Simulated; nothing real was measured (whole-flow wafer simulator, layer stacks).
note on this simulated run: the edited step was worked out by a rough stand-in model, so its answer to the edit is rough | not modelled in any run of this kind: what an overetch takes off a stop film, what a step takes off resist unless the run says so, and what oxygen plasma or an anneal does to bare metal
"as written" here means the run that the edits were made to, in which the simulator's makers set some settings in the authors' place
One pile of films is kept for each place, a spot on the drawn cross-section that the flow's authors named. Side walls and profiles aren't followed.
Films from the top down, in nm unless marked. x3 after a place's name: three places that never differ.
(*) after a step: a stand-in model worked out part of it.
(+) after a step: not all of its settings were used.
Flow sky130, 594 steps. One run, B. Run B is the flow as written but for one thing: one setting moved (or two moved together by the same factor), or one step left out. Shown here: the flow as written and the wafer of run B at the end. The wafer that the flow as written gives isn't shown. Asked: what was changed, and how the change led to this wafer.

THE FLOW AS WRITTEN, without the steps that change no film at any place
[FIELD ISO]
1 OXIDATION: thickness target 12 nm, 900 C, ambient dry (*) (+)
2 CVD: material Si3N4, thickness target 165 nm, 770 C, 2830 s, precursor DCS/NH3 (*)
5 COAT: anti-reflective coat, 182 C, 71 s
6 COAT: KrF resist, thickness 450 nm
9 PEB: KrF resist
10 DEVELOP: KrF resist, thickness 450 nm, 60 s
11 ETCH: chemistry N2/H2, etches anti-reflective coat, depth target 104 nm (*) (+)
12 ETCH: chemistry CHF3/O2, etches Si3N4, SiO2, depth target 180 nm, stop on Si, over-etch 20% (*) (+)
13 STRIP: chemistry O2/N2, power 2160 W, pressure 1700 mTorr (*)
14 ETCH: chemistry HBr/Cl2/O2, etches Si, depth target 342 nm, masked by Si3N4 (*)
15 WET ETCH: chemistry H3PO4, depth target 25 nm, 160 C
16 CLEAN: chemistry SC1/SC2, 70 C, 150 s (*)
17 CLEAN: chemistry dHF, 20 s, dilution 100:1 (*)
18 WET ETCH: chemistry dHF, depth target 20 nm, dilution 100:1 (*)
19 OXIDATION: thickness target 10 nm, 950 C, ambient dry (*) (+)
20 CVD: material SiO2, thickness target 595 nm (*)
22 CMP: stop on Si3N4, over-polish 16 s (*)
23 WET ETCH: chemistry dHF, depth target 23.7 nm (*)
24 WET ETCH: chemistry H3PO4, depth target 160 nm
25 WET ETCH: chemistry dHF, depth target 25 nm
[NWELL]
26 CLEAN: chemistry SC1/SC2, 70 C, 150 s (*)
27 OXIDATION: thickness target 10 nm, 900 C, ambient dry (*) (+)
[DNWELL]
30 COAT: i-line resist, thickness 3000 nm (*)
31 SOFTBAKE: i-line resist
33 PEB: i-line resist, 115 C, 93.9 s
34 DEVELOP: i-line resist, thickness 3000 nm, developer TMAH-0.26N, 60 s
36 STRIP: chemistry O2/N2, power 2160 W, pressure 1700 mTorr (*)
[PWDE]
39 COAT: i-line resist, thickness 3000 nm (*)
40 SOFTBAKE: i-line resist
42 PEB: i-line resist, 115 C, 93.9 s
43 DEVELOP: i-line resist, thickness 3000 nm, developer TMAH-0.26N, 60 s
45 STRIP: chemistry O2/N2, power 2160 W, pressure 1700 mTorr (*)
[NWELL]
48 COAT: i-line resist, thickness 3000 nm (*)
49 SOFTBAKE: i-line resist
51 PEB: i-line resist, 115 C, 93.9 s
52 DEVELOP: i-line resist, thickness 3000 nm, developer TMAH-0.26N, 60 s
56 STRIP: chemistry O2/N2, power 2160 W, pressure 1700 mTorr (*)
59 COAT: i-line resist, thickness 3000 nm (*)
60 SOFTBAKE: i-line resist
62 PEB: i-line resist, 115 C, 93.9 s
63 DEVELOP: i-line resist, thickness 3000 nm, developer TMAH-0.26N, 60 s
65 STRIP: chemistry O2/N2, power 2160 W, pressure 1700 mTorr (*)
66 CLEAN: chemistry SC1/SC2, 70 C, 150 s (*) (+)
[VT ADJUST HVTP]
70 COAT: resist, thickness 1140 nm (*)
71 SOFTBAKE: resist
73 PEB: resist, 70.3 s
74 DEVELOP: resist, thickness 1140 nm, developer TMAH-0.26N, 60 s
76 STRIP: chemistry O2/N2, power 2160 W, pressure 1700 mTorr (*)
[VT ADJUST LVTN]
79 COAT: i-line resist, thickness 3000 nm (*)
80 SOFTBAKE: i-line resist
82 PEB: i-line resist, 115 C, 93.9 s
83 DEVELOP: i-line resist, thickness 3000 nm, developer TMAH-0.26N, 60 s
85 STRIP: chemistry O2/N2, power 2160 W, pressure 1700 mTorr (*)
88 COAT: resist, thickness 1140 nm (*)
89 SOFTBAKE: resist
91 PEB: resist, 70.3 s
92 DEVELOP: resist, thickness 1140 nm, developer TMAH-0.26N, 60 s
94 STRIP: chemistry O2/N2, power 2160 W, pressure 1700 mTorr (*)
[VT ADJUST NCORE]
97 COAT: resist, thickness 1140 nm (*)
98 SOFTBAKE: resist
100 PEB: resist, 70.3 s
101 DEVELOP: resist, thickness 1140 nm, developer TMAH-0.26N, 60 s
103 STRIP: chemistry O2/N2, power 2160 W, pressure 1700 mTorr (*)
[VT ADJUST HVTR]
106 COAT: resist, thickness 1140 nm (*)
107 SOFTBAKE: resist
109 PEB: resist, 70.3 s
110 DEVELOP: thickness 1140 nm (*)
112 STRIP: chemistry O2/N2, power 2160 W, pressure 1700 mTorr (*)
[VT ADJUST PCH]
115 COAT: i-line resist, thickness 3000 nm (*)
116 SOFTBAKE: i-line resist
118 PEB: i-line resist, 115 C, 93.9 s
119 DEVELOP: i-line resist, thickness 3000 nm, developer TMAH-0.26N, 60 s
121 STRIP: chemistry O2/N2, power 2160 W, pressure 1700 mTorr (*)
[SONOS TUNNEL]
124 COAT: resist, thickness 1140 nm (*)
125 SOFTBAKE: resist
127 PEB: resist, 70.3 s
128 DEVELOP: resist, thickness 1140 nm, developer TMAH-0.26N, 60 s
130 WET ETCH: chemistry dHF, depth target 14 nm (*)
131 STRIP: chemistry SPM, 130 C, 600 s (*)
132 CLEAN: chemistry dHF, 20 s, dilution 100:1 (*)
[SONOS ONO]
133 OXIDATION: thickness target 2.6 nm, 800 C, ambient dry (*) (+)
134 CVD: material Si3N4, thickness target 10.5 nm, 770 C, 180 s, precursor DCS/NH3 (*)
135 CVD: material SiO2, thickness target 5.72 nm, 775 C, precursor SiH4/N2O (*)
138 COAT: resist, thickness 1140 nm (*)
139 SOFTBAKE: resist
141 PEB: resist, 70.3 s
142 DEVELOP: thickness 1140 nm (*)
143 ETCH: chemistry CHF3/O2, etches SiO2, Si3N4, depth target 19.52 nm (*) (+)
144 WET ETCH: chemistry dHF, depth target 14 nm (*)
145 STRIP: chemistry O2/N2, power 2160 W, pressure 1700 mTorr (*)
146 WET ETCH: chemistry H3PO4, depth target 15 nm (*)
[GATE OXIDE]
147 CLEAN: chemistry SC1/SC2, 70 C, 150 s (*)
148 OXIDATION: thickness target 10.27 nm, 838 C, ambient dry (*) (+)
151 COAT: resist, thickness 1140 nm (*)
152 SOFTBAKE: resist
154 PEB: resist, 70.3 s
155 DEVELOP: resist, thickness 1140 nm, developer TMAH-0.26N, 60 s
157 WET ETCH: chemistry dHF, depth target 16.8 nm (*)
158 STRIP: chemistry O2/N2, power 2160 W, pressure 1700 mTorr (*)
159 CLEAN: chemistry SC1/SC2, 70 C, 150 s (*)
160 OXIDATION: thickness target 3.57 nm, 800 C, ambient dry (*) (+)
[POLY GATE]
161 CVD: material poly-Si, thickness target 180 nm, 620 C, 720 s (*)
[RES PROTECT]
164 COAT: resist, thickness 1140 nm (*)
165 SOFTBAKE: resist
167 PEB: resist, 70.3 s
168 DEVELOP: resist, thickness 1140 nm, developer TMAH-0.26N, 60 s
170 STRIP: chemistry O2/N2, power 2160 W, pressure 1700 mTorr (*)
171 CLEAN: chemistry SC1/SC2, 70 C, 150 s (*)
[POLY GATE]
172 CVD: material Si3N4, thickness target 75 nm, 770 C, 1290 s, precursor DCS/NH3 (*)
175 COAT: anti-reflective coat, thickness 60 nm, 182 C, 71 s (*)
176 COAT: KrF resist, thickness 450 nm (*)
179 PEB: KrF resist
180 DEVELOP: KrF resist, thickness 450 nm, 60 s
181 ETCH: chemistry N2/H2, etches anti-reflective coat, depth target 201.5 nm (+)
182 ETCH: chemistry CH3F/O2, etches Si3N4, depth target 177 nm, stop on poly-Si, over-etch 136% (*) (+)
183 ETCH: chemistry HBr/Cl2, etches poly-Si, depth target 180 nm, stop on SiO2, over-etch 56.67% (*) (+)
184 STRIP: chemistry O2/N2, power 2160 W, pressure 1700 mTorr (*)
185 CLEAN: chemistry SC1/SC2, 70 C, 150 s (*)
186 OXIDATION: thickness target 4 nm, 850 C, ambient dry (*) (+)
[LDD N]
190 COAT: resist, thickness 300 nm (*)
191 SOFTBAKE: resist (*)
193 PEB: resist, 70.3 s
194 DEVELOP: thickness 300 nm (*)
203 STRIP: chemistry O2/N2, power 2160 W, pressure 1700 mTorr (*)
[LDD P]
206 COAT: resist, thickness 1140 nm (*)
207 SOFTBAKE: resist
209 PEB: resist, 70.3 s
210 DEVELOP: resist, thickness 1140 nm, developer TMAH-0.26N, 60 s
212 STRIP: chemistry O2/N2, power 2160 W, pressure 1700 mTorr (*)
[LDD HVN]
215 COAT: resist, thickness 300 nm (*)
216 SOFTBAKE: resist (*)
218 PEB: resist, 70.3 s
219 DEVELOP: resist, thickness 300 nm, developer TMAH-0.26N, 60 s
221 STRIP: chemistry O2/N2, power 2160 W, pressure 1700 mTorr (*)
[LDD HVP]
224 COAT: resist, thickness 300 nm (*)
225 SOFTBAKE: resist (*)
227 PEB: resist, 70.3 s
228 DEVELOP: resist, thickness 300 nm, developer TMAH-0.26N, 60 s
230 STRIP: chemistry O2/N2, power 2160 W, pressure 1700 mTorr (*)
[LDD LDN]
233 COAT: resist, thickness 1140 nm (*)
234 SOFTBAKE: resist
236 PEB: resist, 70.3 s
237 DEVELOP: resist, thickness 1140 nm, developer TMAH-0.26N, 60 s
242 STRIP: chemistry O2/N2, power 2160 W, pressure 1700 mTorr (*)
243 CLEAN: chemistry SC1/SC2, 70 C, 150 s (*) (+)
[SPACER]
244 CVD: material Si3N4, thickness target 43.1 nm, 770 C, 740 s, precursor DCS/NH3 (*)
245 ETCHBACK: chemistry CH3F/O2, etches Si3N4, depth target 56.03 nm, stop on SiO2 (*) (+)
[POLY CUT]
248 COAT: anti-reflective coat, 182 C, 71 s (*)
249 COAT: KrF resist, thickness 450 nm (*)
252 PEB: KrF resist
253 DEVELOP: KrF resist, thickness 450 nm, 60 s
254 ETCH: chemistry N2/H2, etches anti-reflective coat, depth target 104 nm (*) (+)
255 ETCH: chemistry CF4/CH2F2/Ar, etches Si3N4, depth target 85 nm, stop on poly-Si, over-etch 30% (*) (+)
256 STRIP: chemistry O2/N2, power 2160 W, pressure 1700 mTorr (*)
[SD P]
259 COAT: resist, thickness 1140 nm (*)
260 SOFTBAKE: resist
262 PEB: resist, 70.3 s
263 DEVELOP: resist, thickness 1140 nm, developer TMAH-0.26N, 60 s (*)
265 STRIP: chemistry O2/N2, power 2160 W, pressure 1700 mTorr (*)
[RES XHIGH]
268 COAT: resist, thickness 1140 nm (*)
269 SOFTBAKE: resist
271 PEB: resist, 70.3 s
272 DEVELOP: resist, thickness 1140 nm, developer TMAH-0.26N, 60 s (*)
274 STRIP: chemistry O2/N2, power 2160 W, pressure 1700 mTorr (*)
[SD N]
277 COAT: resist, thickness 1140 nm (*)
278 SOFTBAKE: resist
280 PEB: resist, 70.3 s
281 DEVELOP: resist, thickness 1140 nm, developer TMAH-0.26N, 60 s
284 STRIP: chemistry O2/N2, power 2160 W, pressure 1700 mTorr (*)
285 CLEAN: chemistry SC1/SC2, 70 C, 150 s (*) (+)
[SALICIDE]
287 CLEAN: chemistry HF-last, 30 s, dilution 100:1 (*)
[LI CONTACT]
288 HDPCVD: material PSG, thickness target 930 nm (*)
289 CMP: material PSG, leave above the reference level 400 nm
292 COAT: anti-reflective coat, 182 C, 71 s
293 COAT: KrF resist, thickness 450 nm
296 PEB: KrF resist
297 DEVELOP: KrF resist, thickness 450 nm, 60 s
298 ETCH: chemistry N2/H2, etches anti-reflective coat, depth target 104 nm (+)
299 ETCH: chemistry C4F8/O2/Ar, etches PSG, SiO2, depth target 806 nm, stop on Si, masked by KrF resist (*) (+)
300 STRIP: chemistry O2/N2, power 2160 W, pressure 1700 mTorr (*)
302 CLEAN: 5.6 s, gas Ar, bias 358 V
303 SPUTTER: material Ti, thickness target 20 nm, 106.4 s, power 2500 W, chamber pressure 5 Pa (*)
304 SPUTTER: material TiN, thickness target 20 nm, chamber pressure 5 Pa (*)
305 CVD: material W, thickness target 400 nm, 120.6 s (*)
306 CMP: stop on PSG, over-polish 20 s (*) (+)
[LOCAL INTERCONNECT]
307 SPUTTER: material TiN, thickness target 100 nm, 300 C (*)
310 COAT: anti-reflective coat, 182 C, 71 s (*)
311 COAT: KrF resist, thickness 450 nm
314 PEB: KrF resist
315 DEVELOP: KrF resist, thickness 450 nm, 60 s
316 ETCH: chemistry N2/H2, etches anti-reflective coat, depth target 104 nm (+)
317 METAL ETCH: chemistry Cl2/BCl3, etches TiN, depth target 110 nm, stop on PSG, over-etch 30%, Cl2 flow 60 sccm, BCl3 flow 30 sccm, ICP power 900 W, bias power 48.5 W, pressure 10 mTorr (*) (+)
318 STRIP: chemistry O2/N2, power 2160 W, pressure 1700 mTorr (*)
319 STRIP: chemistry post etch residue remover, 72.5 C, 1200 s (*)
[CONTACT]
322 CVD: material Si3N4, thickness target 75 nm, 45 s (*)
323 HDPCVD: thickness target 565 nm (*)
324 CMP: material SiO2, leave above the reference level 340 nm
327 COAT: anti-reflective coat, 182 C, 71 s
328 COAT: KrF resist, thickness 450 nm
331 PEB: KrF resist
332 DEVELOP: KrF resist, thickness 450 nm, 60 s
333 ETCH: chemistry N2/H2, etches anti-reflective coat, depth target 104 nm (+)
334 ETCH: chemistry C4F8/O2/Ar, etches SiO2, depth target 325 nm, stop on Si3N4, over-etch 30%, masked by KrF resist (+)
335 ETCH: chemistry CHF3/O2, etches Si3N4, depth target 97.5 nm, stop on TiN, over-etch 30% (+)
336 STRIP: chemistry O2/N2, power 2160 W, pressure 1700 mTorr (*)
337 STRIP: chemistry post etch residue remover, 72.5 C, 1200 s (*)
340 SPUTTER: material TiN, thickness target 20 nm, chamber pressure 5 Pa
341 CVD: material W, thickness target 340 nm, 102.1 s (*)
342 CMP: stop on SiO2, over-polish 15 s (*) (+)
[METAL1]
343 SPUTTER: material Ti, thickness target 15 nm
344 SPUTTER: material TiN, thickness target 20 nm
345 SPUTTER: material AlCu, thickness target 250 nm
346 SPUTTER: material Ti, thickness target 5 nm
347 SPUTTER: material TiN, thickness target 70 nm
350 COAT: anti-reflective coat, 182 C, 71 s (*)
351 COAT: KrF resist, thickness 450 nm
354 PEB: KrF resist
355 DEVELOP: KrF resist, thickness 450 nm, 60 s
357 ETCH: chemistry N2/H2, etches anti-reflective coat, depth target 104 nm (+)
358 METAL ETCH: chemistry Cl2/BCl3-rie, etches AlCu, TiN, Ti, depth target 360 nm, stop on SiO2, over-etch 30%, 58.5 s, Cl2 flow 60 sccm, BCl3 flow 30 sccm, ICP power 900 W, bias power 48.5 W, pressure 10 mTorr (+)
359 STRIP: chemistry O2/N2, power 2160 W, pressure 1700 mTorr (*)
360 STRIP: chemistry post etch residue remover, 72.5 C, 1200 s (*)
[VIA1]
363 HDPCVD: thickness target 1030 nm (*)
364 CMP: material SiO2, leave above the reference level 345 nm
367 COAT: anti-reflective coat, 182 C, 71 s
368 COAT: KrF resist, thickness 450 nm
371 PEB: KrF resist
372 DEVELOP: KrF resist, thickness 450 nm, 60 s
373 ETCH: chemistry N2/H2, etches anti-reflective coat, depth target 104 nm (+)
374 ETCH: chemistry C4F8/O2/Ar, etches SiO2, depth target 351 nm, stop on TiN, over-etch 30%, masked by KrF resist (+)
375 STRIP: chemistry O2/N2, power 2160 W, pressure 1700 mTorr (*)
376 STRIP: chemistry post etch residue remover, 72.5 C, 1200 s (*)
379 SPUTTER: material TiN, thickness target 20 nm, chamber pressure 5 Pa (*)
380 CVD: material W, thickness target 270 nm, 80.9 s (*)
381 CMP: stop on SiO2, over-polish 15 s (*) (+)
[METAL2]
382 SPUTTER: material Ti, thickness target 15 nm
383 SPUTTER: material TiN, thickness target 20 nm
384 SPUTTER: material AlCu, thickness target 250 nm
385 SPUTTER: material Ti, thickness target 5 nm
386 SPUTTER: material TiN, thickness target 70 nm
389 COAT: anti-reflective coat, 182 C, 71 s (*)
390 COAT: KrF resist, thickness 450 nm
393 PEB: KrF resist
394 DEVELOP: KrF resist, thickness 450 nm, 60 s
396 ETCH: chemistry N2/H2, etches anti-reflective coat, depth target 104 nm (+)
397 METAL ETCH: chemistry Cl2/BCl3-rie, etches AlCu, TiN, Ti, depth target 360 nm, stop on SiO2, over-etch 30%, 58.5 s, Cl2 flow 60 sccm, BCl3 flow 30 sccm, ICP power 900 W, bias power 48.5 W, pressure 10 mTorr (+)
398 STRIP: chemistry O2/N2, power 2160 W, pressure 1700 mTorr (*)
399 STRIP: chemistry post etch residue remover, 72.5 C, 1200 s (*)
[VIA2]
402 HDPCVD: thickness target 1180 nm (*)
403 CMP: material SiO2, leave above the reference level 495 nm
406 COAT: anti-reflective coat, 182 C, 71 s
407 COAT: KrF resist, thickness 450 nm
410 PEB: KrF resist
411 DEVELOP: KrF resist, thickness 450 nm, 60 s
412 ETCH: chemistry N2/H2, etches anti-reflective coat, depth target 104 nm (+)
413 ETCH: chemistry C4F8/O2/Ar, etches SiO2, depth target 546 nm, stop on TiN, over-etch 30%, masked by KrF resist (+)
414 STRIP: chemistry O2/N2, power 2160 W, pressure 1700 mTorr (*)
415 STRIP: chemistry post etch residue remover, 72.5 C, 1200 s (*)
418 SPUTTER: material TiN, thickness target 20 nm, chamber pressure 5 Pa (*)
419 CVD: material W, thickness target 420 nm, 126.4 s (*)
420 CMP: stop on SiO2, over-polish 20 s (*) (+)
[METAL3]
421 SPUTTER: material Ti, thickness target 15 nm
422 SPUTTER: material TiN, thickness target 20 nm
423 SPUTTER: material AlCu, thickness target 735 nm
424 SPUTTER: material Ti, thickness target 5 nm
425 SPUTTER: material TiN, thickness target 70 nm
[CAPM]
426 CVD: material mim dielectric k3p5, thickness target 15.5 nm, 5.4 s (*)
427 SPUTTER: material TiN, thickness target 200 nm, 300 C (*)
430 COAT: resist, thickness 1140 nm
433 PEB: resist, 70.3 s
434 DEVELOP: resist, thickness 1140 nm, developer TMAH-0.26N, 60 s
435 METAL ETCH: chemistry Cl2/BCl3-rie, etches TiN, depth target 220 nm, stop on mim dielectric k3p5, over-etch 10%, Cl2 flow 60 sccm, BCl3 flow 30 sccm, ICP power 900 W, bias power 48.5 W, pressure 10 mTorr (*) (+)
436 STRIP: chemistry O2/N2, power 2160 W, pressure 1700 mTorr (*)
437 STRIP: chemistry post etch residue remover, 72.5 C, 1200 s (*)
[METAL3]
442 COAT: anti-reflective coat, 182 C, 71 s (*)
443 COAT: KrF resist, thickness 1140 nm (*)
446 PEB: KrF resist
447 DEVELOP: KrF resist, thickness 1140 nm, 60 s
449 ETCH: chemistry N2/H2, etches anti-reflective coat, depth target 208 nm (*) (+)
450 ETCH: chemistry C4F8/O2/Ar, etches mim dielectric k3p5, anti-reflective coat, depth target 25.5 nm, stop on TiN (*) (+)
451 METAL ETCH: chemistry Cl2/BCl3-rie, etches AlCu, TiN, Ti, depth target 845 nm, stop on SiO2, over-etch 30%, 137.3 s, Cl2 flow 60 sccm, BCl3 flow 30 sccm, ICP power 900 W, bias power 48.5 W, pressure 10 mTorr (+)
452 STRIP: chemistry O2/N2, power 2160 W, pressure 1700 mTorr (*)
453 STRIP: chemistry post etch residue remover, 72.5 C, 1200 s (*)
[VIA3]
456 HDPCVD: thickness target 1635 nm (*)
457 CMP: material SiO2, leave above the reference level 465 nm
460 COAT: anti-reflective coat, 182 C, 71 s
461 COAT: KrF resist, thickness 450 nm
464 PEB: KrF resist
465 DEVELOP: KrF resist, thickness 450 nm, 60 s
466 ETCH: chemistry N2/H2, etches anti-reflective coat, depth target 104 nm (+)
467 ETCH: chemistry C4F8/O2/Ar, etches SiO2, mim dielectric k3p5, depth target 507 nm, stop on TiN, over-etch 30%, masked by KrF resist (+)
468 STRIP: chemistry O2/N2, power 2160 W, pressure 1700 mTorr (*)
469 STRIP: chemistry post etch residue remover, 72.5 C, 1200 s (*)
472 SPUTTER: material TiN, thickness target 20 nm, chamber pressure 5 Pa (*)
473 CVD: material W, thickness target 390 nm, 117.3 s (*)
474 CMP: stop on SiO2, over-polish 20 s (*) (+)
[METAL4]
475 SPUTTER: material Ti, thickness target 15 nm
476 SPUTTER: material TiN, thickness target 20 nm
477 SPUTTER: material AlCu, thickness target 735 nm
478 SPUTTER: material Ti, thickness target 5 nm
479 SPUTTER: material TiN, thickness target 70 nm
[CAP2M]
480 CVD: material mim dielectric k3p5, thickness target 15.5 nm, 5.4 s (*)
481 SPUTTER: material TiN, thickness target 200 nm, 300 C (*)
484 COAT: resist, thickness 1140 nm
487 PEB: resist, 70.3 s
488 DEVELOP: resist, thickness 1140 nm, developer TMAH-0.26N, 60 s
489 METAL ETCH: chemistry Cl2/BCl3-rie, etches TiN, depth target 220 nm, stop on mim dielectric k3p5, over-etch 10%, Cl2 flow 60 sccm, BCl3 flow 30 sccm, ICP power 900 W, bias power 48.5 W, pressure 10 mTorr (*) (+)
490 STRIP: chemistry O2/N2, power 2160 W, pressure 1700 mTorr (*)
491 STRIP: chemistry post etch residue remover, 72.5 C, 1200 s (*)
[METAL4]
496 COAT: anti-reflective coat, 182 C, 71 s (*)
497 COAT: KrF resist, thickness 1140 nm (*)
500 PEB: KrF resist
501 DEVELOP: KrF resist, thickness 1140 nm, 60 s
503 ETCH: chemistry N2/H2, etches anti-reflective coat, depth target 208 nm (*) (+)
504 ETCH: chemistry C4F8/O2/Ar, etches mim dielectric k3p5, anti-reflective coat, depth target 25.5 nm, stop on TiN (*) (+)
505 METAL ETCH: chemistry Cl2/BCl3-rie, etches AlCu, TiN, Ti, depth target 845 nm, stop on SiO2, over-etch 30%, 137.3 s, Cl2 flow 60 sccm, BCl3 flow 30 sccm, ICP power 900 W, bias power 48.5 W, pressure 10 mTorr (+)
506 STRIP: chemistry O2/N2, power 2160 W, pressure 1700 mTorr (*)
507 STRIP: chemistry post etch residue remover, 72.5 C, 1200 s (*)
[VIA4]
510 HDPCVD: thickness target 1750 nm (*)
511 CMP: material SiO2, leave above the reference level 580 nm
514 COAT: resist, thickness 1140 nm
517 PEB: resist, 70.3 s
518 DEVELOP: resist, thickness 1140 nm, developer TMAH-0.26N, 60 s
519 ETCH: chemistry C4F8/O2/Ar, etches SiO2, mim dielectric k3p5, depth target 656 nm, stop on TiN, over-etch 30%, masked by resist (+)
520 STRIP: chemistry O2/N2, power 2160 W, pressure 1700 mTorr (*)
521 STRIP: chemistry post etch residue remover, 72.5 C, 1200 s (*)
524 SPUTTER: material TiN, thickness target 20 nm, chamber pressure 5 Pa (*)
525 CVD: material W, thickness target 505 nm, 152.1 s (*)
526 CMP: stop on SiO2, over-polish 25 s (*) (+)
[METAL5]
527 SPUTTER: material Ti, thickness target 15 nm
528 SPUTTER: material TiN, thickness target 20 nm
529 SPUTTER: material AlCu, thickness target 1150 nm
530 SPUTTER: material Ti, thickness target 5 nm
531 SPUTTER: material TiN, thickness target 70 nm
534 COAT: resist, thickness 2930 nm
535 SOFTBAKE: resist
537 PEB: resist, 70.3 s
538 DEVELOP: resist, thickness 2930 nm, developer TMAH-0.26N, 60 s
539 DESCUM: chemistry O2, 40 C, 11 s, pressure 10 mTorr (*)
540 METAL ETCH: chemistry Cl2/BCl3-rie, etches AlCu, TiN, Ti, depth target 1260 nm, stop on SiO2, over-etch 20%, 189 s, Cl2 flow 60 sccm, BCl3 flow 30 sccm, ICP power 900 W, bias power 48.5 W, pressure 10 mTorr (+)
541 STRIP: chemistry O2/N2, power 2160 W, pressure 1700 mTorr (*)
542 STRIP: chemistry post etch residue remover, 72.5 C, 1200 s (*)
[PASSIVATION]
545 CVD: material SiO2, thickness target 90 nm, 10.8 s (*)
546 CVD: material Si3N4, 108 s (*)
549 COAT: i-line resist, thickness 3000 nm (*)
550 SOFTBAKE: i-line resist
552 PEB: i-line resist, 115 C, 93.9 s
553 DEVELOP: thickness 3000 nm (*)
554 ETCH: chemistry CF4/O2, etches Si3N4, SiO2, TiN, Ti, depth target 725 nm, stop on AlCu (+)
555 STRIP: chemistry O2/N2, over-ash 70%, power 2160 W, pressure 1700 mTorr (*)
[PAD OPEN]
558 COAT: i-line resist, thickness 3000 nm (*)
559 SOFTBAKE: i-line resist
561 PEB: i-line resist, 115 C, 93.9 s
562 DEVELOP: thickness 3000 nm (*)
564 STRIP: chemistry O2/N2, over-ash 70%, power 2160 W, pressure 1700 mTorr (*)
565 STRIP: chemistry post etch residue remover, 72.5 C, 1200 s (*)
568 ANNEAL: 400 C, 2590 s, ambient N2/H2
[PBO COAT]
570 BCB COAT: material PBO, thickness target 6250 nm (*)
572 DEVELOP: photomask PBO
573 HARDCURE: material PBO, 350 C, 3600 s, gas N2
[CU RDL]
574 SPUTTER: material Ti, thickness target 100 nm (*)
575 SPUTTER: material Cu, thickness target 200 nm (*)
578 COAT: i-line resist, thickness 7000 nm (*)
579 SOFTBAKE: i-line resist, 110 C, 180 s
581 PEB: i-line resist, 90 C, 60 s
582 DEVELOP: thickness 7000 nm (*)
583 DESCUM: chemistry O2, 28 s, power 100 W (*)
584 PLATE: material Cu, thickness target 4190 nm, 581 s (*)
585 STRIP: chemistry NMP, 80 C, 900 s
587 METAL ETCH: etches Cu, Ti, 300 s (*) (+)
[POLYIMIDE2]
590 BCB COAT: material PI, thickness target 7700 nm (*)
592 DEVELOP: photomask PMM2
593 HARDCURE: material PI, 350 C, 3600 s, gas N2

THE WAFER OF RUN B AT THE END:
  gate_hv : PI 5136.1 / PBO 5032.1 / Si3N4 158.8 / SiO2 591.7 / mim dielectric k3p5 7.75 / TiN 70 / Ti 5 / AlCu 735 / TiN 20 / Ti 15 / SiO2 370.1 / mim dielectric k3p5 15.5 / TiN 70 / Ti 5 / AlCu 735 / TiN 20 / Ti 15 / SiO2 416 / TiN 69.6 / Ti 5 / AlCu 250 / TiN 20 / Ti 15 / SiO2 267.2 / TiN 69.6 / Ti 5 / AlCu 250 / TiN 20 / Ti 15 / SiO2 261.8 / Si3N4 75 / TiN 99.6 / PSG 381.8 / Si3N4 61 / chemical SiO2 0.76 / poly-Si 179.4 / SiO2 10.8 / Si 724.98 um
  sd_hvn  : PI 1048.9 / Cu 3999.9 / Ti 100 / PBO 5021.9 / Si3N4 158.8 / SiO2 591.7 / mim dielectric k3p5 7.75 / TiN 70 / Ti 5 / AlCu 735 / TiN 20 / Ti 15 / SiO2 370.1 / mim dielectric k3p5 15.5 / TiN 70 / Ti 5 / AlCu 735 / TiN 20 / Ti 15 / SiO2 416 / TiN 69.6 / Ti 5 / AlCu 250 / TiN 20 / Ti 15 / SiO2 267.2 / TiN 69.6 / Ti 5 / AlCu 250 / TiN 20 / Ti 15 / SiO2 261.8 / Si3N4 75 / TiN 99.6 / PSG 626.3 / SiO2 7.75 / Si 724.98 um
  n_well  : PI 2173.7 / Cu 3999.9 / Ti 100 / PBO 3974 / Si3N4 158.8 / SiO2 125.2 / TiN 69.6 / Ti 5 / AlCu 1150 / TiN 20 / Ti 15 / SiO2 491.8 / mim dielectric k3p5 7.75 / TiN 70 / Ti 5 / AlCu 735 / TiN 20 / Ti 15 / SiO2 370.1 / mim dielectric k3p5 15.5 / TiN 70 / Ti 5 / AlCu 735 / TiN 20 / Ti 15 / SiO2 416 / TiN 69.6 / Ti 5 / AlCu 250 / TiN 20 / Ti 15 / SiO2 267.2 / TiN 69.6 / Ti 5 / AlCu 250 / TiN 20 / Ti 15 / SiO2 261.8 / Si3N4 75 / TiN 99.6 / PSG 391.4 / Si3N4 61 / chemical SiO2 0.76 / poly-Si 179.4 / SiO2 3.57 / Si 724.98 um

The cause: step 480, CVD: thickness target 7.75 nm was run, where the flow has thickness target 15.5 nm; step 480, CVD: 2.7 s was run, where the flow has 5.4 s.
It can be read off the wafer: gate_hv has mim dielectric k3p5 7.75, and step 480 as written asks for 15.5 nm.

How the change led to this, step by step:
  480 CVD: material mim dielectric k3p5, thickness target 15.5 nm, 5.4 s (*)
      field, active, n_well and 189 more: mim dielectric k3p5 +7.75 (new film) (as written it would be: mim dielectric k3p5 +15.5 (new film))
  504 ETCH: chemistry C4F8/O2/Ar, etches mim dielectric k3p5, anti-reflective coat, depth target 25.5 nm, stop on TiN (*) (+)
      n_well, p_well, gate_hv and 102 more: KrF resist -7.75 (as written it would be: KrF resist -15.5)
      field, active, gate and 85 more: mim dielectric k3p5 -7.75 (all of it) (as written it would be: mim dielectric k3p5 -15.5 (all of it))
  506 STRIP: chemistry O2/N2, power 2160 W, pressure 1700 mTorr (*)
      mim2: KrF resist -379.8 (all of it), anti-reflective coat -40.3 (all of it) (as written it would be: KrF resist -372.1 (all of it), anti-reflective coat -40.3 (all of it))
  519 ETCH: chemistry C4F8/O2/Ar, etches SiO2, mim dielectric k3p5, depth target 656 nm, stop on TiN, over-etch 30%, masked by resist (+)
      m1: SiO2 -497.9 (all of it), mim dielectric k3p5 -7.75 (all of it) (as written it would be: SiO2 -490.1 (all of it), mim dielectric k3p5 -15.5 (all of it))
      via4_hole: SiO2 -497.2 (all of it), mim dielectric k3p5 -7.75 (all of it) (as written it would be: SiO2 -489.5 (all of it), mim dielectric k3p5 -15.5 (all of it))
